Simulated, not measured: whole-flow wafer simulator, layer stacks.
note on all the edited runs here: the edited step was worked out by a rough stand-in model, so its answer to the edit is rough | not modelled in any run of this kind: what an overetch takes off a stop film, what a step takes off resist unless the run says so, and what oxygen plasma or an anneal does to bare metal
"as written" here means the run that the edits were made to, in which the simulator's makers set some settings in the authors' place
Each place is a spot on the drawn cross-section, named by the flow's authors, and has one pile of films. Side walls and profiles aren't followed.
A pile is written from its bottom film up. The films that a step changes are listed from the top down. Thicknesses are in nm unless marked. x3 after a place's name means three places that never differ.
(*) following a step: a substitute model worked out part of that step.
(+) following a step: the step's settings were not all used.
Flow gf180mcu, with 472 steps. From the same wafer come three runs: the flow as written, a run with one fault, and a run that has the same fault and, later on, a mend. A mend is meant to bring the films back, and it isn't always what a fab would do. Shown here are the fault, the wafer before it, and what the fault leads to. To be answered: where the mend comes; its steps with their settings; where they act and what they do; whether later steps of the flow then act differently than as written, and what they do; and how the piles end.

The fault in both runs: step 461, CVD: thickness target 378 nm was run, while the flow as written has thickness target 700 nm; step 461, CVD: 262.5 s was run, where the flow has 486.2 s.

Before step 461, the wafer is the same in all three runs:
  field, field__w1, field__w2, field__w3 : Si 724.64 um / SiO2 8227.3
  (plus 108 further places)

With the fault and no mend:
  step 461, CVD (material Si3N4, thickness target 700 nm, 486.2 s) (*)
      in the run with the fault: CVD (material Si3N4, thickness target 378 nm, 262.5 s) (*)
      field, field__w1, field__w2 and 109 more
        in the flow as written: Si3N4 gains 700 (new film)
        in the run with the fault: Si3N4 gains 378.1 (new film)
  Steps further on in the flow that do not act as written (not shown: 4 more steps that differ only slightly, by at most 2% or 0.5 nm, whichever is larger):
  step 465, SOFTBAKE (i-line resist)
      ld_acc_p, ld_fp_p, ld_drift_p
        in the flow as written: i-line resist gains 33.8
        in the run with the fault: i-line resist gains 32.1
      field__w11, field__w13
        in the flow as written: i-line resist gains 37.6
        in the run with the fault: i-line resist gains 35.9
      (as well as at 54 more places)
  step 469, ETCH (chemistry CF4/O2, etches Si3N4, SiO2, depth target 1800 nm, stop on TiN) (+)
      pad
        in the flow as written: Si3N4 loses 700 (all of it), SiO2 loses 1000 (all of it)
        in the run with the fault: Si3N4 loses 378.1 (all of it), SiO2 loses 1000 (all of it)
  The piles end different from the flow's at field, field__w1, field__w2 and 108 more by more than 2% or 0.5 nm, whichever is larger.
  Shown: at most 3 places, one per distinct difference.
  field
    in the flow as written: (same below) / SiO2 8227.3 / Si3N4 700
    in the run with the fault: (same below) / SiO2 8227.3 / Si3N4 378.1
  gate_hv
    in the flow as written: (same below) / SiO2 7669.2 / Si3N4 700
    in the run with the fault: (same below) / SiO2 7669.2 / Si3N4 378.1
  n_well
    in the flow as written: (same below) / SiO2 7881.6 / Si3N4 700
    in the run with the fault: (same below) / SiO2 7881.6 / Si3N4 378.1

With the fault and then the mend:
  After step 468 comes the mend.
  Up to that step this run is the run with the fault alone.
  step 468a, STRIP (chemistry O2/N2, power 2160 W, pressure 1700 mTorr) (*)
      iso_ptap_pw, iso_ntap_nw, iso_nw_fld and 33 more
        i-line resist loses 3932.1 (all of it)
      p_well, sti, spacer, sd_n, mim_1p0, dice_street
        i-line resist loses 3938 (all of it)
      field__w2, field__w3, field__w12
        i-line resist loses 3984.1 (all of it)
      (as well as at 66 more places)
  step 468b, CVD (material Si3N4, thickness target 322 nm, 223.6 s) (*) (a further turn of the flow's step 461, with different settings)
      field, field__w1, field__w2 and 109 more
        Si3N4 gains 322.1
  step 468c, HMDS (120 C, 60 s) (a further turn of the flow's step 463)
      leaves every film unchanged at each place that is followed
  step 468d, COAT (i-line resist, thickness 4000 nm) (*) (a further turn of the flow's step 464)
      iso_ptap_pw, iso_ntap_nw, iso_nw_fld and 33 more
        i-line resist gains 4000 (new film)
      field__w9, field__w13, sd_p_hv, gate_p_hv, nplus_u, npoly_u
        i-line resist gains 4017 (new film)
      p_well, sti, spacer, sd_n, mim_1p0, dice_street
        i-line resist gains 4006.3 (new film)
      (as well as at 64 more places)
  step 468e, SOFTBAKE (i-line resist) (a further turn of the flow's step 465)
      ld_acc_p, ld_fp_p, ld_drift_p
        i-line resist gains 33.8
      field__w2, field_sub__w4
        i-line resist gains 33.4
      field__w11, field__w13
        i-line resist gains 37.6
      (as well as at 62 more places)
  step 468f, EXPOSE (photomask Pad) (a further turn of the flow's step 466)
      leaves every film unchanged at each place that is followed
  step 468g, PEB (i-line resist, 115 C, 93.9 s) (a further turn of the flow's step 467)
      iso_ptap_pw, iso_ntap_nw, iso_nw_fld and 33 more
        i-line resist loses 67.9
      field, field__w2, field__w3 and 25 more
        i-line resist loses 68.8
      field_sub, field_sub__w1, field_sub__w2 and 23 more
        i-line resist loses 68.7
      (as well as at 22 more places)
  step 468h, DEVELOP (thickness 4000 nm) (*) (a further turn of the flow's step 468)
      field__w5, field__w7, field__w13 and 13 more
        i-line resist loses 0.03
      pad
        i-line resist loses 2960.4 (all of it)
  None of the later steps of the flow differs from how it acts as written, at any place that is followed, by more than 2% or 0.5 nm, whichever is larger.
  At the end the piles are close to the flow's at the places that both follow, differing by at most 2% or 0.5 nm, whichever is larger.
